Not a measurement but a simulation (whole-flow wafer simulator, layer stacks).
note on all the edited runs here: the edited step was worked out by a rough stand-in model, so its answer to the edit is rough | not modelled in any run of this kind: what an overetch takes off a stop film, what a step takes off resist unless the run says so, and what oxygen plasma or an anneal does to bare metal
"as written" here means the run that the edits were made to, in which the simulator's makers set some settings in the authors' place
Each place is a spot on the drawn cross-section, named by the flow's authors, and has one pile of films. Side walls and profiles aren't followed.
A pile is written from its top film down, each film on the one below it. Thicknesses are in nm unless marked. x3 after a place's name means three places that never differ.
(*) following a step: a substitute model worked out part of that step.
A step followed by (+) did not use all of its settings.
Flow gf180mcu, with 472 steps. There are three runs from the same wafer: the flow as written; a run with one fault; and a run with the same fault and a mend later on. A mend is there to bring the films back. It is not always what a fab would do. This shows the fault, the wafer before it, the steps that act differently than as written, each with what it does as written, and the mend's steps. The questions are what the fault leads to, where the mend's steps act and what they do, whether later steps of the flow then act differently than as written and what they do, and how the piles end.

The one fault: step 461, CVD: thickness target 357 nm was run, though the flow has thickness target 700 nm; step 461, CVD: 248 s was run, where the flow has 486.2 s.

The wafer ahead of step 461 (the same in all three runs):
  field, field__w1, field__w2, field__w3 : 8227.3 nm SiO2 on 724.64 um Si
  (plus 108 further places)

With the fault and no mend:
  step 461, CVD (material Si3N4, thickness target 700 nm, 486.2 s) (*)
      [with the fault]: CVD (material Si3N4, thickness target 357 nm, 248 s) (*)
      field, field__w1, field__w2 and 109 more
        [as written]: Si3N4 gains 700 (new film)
        [with the fault]: Si3N4 gains 357.1 (new film)
  Steps further on in the flow that do not act as written (4 other steps are not shown; they differ only slightly, by no more than 2% or 0.5 nm, whichever is larger):
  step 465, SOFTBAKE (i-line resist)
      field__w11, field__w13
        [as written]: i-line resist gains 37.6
        [with the fault]: i-line resist gains 35.8
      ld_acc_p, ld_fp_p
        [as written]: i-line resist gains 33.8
        [with the fault]: i-line resist gains 31.9
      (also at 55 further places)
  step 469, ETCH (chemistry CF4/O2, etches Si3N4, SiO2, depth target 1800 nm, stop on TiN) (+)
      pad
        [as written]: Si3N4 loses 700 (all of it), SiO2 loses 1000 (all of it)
        [with the fault]: Si3N4 loses 357.1 (all of it), SiO2 loses 1000 (all of it)
  At field, field__w1, field__w2 and 108 more, the piles at the end differ from the flow's by more than 2% or 0.5 nm, whichever is larger.
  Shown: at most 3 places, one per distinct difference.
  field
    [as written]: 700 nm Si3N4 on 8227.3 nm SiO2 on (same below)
    [with the fault]: 357.1 nm Si3N4 on 8227.3 nm SiO2 on (same below)
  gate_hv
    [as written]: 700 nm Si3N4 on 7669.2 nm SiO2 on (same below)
    [with the fault]: 357.1 nm Si3N4 on 7669.2 nm SiO2 on (same below)
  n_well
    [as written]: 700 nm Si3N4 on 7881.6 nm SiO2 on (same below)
    [with the fault]: 357.1 nm Si3N4 on 7881.6 nm SiO2 on (same below)

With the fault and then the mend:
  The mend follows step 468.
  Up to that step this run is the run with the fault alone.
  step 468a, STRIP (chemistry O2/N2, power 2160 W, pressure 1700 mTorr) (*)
      iso_ptap_pw, iso_ntap_nw, iso_nw_fld and 33 more
        i-line resist loses 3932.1 (all of it)
      p_well, sti, spacer, sd_n, mim_1p0, dice_street
        i-line resist loses 3938 (all of it)
      n_well, sd_p, nw_enc_fld_lv__w3
        i-line resist loses 3974.7 (all of it)
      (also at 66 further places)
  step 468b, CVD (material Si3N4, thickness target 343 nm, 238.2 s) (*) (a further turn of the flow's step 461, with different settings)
      field, field__w1, field__w2 and 109 more
        Si3N4 gains 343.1
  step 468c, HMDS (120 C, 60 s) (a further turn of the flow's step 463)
      alters no film at any place that is followed
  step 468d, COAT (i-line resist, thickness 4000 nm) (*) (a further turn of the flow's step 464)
      iso_ptap_pw, iso_ntap_nw, iso_nw_fld and 33 more
        i-line resist gains 4000 (new film)
      field__w9, field__w13, sd_p_hv, gate_p_hv, nplus_u, npoly_u
        i-line resist gains 4017 (new film)
      p_well, sti, spacer, sd_n, mim_1p0, dice_street
        i-line resist gains 4006.3 (new film)
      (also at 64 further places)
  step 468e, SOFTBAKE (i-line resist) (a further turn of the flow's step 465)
      ld_acc_p, ld_fp_p, ld_drift_p
        i-line resist gains 33.8
      field__w2, field_sub__w4
        i-line resist gains 33.4
      field__w11, field__w13
        i-line resist gains 37.6
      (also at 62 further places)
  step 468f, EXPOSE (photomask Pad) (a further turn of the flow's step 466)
      alters no film at any place that is followed
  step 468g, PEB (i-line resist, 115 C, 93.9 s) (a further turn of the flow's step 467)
      iso_ptap_pw, iso_ntap_nw, iso_nw_fld and 33 more
        i-line resist loses 67.9
      field, field__w2, field__w3 and 25 more
        i-line resist loses 68.8
      field_sub, field_sub__w1, field_sub__w2 and 23 more
        i-line resist loses 68.7
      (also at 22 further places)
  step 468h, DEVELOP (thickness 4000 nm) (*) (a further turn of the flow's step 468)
      field__w5, field__w7, field__w13 and 13 more
        i-line resist loses 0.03
      pad
        i-line resist loses 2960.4 (all of it)
  Later steps of the flow that are run all act as written at every place that is followed, up to a difference of at most 2% or 0.5 nm, whichever is larger.
  The piles end only slightly different from the flow's at the places that both follow, by no more than 2% or 0.5 nm, whichever is larger.
